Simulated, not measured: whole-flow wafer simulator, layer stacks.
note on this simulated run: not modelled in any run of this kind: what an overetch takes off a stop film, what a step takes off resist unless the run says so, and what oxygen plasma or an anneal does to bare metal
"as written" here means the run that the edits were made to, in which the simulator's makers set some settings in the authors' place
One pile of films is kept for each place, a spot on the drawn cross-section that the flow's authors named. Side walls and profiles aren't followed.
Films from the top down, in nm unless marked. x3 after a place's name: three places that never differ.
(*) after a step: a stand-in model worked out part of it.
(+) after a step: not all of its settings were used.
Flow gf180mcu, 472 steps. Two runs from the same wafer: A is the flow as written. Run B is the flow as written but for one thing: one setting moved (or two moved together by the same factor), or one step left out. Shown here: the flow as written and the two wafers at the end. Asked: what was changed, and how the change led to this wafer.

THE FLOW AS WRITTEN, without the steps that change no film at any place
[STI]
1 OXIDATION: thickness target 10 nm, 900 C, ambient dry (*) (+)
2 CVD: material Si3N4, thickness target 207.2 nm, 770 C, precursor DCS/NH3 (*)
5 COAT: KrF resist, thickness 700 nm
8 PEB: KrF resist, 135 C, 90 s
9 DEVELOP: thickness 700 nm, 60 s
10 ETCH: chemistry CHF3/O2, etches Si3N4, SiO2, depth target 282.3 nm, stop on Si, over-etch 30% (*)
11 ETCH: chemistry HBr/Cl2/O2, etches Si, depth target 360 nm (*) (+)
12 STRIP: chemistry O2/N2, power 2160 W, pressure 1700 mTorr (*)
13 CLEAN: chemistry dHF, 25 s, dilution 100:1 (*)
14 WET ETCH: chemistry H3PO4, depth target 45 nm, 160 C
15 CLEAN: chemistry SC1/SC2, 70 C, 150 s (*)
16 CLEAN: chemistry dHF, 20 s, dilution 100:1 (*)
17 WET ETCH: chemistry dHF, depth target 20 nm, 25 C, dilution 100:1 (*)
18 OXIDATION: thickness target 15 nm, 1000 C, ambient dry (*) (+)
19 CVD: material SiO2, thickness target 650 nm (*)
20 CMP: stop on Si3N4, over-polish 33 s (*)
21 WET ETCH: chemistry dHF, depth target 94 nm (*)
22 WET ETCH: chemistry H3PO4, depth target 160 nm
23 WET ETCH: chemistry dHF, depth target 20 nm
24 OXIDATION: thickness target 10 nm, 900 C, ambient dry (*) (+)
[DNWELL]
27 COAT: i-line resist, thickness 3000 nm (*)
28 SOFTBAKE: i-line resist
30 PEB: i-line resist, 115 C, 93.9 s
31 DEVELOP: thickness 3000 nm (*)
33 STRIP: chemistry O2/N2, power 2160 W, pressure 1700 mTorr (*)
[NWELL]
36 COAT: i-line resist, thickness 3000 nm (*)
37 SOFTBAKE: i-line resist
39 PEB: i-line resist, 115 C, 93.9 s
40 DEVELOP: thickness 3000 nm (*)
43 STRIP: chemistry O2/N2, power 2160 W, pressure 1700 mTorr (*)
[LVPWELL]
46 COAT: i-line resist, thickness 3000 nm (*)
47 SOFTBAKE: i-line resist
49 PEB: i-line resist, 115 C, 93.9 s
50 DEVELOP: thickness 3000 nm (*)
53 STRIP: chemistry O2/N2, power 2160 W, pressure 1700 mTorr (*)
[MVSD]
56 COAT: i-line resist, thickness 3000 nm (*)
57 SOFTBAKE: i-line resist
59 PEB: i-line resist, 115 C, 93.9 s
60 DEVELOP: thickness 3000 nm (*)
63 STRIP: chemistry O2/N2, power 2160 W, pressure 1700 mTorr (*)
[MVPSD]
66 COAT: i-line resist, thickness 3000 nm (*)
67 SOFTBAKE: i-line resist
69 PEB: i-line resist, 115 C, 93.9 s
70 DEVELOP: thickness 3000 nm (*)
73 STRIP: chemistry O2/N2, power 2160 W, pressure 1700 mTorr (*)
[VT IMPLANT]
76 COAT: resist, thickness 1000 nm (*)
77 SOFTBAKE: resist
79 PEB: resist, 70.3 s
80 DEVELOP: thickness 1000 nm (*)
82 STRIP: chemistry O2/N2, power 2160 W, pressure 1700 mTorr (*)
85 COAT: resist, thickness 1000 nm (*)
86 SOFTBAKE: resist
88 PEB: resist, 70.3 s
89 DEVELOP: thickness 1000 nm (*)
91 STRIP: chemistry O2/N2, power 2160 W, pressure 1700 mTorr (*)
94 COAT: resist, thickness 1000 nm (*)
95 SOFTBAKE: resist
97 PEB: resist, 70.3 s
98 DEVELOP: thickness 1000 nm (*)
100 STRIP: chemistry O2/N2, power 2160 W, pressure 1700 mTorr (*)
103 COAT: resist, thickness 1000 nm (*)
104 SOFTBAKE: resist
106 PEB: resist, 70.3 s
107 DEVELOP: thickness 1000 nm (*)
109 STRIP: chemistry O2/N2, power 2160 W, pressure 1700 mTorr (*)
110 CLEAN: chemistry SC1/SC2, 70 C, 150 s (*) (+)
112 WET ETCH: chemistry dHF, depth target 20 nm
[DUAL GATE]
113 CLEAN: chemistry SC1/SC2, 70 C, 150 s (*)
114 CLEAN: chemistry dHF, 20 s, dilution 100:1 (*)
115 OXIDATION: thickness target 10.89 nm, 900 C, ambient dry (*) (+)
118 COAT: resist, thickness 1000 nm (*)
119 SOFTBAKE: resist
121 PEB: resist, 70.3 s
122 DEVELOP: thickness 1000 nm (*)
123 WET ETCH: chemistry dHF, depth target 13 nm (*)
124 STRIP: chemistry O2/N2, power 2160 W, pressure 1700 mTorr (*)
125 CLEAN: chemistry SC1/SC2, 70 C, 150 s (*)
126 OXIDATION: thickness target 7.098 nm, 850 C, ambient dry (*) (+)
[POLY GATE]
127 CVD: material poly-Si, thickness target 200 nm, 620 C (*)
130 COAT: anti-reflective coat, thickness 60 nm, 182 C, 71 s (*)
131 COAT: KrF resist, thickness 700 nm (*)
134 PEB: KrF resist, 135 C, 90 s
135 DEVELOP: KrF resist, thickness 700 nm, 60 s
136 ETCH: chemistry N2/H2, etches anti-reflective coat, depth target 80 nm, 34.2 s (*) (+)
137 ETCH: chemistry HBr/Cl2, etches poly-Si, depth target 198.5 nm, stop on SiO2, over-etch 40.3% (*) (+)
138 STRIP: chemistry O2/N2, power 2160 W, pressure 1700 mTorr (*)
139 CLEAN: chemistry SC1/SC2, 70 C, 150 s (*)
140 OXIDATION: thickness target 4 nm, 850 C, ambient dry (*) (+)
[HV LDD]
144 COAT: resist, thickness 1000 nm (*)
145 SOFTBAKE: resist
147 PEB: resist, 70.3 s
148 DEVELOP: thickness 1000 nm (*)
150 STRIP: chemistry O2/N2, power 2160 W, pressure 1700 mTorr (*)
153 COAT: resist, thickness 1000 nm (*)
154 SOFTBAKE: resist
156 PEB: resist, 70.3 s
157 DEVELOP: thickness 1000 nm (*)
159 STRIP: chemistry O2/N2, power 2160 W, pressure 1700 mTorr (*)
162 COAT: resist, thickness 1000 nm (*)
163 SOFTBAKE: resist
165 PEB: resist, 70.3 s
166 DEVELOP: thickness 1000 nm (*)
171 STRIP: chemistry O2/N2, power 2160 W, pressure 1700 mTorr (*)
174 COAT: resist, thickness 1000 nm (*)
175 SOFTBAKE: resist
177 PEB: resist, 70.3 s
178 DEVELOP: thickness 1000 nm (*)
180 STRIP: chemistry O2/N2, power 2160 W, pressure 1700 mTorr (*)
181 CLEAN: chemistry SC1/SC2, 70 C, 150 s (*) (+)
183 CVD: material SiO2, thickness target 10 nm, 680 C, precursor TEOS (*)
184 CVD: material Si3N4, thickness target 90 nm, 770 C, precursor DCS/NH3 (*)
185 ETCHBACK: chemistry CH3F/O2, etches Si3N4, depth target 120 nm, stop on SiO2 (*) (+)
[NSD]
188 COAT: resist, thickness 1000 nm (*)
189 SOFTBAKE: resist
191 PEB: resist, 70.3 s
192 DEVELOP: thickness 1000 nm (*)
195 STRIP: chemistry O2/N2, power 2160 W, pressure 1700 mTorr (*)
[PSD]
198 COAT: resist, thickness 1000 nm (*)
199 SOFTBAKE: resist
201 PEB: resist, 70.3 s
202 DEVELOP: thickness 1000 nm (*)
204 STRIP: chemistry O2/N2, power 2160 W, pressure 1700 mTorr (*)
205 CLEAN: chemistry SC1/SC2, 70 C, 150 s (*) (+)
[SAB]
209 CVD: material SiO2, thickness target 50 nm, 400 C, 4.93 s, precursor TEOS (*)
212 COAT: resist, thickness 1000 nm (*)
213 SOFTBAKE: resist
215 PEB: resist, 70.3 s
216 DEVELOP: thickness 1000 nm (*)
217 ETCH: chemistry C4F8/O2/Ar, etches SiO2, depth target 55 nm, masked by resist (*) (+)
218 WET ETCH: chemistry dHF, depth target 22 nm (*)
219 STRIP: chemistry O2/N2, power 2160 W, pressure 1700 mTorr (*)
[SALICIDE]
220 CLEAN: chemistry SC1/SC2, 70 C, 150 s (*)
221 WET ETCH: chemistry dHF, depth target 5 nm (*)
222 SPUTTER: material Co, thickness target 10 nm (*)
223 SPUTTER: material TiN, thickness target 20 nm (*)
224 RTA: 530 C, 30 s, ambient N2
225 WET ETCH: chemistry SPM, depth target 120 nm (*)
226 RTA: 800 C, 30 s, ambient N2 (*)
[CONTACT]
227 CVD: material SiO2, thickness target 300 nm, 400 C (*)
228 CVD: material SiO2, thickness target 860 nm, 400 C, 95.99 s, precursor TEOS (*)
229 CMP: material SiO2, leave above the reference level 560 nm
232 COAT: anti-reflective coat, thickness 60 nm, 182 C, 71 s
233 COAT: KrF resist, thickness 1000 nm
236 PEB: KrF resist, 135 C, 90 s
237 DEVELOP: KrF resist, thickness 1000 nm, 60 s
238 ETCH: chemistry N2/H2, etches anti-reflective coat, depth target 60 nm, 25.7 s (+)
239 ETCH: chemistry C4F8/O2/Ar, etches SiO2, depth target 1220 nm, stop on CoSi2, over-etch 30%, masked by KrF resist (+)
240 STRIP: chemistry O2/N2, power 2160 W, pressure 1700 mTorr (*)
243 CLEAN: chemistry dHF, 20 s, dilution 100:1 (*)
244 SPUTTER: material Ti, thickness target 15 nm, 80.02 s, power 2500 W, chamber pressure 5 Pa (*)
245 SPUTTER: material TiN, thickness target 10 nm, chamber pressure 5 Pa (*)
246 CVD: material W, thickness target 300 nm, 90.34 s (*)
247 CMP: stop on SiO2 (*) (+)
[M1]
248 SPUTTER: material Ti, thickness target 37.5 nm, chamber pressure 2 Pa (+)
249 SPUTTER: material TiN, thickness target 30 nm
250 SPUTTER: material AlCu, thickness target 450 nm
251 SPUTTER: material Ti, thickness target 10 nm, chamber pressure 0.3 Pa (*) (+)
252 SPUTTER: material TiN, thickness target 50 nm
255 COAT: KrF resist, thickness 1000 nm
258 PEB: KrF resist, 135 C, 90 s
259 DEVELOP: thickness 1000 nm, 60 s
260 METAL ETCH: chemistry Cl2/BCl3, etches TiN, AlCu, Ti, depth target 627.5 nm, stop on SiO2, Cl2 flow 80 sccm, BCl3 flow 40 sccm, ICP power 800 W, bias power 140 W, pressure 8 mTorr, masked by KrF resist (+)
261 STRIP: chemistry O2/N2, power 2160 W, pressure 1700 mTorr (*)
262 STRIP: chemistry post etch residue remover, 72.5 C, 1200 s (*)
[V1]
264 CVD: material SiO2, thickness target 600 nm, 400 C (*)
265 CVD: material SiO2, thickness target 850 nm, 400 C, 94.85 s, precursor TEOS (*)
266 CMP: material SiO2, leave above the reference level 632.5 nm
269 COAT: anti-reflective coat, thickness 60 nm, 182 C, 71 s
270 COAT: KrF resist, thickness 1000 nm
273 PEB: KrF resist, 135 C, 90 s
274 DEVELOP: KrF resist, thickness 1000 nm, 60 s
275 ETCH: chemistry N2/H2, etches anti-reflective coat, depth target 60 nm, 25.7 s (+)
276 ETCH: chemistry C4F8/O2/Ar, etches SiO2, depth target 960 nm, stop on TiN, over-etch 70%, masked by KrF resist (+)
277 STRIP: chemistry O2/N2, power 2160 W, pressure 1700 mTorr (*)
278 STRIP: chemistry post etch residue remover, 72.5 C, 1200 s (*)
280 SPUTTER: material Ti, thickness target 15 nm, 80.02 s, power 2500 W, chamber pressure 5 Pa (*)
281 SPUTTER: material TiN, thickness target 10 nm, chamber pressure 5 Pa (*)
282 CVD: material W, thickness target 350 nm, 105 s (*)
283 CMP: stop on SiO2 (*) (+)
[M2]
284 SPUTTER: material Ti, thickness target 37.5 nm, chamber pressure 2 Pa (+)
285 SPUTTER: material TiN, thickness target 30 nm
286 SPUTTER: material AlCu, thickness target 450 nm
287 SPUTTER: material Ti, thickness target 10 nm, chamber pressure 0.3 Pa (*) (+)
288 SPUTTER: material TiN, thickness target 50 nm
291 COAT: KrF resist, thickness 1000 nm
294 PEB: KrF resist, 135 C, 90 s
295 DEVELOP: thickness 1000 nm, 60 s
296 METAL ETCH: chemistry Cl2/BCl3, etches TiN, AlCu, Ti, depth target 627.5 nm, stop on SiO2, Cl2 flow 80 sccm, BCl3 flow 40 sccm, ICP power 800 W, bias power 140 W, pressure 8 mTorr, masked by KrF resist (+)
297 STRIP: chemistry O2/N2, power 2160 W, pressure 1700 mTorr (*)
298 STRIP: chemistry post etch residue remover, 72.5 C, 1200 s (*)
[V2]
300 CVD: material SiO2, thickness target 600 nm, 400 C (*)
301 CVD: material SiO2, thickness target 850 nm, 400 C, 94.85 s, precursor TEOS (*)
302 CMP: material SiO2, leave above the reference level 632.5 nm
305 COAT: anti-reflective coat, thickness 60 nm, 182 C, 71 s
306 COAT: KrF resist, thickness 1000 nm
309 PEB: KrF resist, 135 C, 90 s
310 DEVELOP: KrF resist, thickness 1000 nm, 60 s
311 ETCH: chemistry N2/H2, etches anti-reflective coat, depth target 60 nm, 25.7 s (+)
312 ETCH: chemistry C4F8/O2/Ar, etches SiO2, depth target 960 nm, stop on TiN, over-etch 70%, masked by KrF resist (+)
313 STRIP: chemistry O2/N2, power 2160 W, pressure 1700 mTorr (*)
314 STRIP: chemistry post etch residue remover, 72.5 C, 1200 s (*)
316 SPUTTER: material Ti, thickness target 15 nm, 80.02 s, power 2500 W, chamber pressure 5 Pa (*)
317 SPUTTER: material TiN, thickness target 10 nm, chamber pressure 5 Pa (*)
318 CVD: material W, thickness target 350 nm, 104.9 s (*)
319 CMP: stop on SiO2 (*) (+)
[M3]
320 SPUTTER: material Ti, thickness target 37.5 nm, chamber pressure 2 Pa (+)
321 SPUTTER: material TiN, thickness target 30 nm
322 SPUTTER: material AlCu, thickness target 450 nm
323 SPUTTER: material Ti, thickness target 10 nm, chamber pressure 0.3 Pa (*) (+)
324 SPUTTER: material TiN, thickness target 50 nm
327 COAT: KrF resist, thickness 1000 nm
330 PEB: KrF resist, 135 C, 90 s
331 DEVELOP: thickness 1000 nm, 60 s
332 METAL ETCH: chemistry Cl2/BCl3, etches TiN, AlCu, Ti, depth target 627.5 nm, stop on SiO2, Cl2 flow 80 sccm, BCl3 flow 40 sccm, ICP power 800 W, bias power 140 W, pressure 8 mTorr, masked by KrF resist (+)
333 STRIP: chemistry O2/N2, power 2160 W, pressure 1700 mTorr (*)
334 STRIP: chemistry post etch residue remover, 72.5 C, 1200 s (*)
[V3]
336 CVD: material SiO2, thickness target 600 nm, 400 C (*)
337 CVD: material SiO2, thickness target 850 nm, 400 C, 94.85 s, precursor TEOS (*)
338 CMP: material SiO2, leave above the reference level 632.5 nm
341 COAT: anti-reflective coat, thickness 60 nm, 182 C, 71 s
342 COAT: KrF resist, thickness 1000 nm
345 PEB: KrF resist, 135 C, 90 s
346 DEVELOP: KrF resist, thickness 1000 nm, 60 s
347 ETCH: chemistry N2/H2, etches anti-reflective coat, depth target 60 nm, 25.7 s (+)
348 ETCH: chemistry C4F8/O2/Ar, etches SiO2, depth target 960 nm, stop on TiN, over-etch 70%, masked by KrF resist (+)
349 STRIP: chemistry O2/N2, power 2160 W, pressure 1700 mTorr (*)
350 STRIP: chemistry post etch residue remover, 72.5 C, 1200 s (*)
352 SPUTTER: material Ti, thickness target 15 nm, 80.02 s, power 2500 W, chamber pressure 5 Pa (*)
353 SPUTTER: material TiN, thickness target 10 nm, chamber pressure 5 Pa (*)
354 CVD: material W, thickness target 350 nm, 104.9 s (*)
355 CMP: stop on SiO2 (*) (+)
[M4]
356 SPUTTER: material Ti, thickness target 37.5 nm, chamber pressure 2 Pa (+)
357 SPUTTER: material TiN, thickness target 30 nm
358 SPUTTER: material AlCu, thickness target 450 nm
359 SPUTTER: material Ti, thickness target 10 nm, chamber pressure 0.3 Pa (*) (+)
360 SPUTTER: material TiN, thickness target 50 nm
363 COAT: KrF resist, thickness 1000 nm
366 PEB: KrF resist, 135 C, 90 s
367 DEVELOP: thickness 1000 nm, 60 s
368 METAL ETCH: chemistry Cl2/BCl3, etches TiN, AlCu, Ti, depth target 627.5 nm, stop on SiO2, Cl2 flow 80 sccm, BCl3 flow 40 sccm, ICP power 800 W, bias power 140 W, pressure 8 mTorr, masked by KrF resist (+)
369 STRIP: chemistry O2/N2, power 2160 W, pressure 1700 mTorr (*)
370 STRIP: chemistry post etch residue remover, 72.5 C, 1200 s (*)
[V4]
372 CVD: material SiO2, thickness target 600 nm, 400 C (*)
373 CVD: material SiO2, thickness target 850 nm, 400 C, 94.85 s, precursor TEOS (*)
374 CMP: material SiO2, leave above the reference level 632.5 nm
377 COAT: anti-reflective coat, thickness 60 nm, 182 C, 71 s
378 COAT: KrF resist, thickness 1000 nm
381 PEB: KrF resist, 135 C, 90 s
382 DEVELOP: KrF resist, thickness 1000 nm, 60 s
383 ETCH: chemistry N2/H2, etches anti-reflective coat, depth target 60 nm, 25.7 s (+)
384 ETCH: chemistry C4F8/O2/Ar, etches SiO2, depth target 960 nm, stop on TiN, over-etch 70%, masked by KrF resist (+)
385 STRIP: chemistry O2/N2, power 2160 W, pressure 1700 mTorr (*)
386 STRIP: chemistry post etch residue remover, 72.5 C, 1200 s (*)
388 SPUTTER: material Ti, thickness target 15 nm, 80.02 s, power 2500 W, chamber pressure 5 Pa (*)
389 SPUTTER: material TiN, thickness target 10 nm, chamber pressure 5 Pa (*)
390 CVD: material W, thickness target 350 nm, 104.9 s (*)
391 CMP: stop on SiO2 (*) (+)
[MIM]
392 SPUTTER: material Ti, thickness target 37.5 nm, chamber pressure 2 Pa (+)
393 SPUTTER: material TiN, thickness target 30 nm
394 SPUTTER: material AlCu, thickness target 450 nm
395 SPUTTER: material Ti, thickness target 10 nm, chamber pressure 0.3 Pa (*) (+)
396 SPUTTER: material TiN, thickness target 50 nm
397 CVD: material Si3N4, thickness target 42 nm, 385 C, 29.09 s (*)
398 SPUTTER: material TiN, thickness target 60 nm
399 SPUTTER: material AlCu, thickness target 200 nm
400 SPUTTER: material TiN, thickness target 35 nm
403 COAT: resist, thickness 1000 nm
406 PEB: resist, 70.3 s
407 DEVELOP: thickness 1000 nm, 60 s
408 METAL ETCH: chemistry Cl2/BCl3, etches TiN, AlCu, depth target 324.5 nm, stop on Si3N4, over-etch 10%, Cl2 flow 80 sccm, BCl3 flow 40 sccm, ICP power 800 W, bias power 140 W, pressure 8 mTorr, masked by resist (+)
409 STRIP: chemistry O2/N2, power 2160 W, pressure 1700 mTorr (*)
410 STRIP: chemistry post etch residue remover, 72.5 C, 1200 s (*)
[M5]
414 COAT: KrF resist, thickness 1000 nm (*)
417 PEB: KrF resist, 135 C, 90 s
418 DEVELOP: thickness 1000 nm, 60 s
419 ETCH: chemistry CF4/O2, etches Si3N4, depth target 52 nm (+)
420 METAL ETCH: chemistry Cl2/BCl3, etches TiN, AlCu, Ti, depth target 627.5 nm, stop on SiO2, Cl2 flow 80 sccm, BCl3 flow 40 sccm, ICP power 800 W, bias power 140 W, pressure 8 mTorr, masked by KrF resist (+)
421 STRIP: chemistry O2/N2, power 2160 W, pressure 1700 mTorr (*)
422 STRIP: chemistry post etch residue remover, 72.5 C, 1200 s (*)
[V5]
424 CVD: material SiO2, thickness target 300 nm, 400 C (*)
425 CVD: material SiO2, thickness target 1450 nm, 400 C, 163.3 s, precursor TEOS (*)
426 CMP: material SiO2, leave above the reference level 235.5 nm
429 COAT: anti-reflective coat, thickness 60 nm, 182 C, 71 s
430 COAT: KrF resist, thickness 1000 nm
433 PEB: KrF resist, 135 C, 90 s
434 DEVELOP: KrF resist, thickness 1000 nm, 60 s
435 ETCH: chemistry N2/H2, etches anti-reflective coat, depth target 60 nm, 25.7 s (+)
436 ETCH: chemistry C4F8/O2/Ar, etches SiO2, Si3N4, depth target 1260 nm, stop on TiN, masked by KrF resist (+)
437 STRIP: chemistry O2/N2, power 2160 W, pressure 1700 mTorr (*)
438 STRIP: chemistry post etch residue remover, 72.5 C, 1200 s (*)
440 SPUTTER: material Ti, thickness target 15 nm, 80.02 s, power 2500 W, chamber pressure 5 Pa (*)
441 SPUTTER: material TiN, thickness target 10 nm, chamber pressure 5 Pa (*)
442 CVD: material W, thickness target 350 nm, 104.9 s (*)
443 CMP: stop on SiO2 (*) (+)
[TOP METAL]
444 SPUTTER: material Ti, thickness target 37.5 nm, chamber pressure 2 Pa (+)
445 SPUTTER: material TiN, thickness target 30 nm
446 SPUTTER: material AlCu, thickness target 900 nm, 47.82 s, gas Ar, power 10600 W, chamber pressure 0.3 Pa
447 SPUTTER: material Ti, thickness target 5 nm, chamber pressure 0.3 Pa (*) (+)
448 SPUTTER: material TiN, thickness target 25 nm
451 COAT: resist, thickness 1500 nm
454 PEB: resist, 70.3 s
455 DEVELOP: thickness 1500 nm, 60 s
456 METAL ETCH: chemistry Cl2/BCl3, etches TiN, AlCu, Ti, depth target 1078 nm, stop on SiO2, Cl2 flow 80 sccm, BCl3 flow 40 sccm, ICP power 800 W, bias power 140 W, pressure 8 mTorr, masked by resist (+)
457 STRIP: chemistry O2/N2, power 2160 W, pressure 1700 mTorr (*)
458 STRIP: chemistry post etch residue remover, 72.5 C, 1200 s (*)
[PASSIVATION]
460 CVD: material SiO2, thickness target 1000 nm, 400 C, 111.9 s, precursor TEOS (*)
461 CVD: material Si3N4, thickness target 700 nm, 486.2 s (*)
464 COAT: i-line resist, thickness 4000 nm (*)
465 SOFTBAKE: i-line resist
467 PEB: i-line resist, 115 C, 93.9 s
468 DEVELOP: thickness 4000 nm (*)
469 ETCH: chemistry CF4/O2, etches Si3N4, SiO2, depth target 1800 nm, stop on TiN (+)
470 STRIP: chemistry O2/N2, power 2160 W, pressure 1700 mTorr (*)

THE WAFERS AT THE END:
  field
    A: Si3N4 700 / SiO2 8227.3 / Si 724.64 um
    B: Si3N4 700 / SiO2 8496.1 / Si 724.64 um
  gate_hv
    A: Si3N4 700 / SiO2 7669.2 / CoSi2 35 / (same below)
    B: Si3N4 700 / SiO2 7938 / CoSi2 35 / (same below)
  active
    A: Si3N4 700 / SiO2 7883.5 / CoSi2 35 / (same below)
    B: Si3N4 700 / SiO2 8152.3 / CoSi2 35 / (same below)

The cause: step 302, CMP: leave above the reference level 901.3 nm was run, where the flow has leave above the reference level 632.5 nm.

How the change led to this, step by step:
  302 CMP: material SiO2, leave above the reference level 632.5 nm
      field, field__w1, field__w2 and 103 more: A SiO2 -300 | B SiO2 -31.2
      field__w8, contact, m1, m1__w1, m1_nw: A SiO2 -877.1 | B SiO2 -608.3
  312 ETCH: chemistry C4F8/O2/Ar, etches SiO2, depth target 960 nm, stop on TiN, over-etch 70%, masked by KrF resist (+)
      contact: A SiO2 -572.5 (all of it) | B SiO2 -841.3 (all of it)
  316 SPUTTER: material Ti, thickness target 15 nm, 80.02 s, power 2500 W, chamber pressure 5 Pa (*)
      contact: A Ti +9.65 (new film) | B Ti +8.26 (new film)
  317 SPUTTER: material TiN, thickness target 10 nm, chamber pressure 5 Pa (*)
      contact: A TiN +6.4 (new film) | B TiN +5.47 (new film)
  318 CVD: material W, thickness target 350 nm, 104.9 s (*)
      contact: A W +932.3 (new film) | B W +1203.4 (new film)
